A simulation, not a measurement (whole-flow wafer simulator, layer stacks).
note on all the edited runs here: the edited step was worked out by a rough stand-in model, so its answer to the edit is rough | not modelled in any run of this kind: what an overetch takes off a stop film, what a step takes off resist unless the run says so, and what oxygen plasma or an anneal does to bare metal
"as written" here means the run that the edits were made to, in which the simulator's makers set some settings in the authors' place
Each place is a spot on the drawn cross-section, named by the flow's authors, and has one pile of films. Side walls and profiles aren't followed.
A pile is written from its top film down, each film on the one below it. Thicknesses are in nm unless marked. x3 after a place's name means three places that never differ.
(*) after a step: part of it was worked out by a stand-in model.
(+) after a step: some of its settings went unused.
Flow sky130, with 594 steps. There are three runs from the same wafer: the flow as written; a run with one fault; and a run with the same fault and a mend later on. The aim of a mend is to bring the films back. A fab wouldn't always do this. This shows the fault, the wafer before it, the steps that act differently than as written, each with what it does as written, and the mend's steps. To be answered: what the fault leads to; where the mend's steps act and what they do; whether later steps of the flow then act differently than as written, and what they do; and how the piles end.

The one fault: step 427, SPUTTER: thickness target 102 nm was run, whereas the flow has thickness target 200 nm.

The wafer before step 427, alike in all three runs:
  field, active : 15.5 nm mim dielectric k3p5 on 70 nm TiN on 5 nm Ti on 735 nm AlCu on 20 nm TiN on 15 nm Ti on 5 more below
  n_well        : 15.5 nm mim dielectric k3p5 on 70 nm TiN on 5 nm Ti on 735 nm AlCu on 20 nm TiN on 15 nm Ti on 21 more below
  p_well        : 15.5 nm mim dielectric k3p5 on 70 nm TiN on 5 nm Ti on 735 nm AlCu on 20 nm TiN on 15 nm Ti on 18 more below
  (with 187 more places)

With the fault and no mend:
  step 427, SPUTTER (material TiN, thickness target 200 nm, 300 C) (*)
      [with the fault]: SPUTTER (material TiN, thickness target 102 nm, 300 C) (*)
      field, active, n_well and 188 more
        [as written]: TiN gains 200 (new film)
        [with the fault]: TiN gains 102 (new film)
  Later steps of the flow acting differently than as written (2 other steps are not shown; they differ only slightly, by no more than 2% or 0.5 nm, whichever is larger):
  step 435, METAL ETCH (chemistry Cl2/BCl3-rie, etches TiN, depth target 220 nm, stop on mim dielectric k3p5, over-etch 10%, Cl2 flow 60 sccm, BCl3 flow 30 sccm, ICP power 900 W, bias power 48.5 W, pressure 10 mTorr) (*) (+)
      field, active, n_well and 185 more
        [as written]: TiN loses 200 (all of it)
        [with the fault]: TiN loses 102 (all of it)
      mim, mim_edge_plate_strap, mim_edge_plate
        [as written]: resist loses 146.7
        [with the fault]: resist loses 74.8
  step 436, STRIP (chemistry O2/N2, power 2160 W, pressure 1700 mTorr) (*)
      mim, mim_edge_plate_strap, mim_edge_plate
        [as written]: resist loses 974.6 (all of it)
        [with the fault]: resist loses 1046.5 (all of it)
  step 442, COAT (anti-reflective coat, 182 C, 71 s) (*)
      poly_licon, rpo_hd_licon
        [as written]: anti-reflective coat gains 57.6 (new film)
        [with the fault]: anti-reflective coat gains 81 (new film)
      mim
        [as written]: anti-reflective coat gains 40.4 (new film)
        [with the fault]: anti-reflective coat gains 31.7 (new film)
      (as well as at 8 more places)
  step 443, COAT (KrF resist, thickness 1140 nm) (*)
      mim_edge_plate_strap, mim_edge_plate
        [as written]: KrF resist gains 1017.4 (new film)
        [with the fault]: KrF resist gains 1115.4 (new film)
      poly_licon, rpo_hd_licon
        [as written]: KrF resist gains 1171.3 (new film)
        [with the fault]: KrF resist gains 1145 (new film)
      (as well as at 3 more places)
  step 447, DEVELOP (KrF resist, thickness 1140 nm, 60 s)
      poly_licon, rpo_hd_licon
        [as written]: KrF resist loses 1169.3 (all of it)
        [with the fault]: KrF resist loses 1143.1 (all of it)
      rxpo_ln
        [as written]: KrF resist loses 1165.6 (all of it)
        [with the fault]: KrF resist loses 1137.9 (all of it)
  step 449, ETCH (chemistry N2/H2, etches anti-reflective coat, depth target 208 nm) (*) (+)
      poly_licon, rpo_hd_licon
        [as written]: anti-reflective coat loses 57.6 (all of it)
        [with the fault]: anti-reflective coat loses 81 (all of it)
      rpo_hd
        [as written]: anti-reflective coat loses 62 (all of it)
        [with the fault]: anti-reflective coat loses 77.6 (all of it)
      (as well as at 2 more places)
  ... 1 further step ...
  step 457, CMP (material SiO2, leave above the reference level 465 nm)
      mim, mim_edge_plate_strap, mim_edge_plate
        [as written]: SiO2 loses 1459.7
        [with the fault]: SiO2 loses 1361.7
  By the end, the piles at mim, mim_edge_plate_strap, mim_edge_plate depart from the flow's by more than 2% or 0.5 nm, whichever is larger.
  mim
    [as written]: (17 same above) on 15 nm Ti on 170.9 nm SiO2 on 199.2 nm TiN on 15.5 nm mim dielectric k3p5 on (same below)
    [with the fault]: (17 same above) on 15 nm Ti on 268.9 nm SiO2 on 101.2 nm TiN on 15.5 nm mim dielectric k3p5 on (same below)
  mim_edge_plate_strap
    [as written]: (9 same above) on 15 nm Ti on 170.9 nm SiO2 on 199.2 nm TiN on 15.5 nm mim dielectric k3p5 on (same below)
    [with the fault]: (9 same above) on 15 nm Ti on 268.9 nm SiO2 on 101.2 nm TiN on 15.5 nm mim dielectric k3p5 on (same below)
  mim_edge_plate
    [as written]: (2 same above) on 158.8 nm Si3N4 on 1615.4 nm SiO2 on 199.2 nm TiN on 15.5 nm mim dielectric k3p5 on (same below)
    [with the fault]: (2 same above) on 158.8 nm Si3N4 on 1713.4 nm SiO2 on 101.2 nm TiN on 15.5 nm mim dielectric k3p5 on (same below)

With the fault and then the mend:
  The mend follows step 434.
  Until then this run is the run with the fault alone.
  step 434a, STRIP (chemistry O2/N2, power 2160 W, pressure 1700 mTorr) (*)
      mim, mim_edge_plate_strap, mim_edge_plate
        resist loses 1121.3 (all of it)
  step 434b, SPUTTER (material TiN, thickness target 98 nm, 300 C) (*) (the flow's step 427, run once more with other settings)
      field, active, n_well and 188 more
        TiN gains 98
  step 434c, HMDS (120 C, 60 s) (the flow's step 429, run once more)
      leaves every film unchanged at each place that is followed
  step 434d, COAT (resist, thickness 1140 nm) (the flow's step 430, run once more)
      field, active, n_well and 186 more
        resist gains 1140 (new film)
      m1, via2_hole
        resist gains 1140.6 (new film)
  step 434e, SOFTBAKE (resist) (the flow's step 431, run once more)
      leaves every film unchanged at each place that is followed
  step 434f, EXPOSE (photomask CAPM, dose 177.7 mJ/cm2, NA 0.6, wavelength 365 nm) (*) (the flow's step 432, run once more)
      leaves every film unchanged at each place that is followed
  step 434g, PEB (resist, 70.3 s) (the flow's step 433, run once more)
      field, active, n_well and 188 more
        resist loses 18.7
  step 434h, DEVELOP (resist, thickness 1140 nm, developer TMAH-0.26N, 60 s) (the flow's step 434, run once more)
      field, active, n_well and 183 more
        resist loses 1121.3 (all of it)
      m1, via2_hole
        resist loses 1121.9 (all of it)
  Every later step of the flow that is run acts as written at every place that is followed.
  By the end, the piles equal the flow's at every place that both follow.
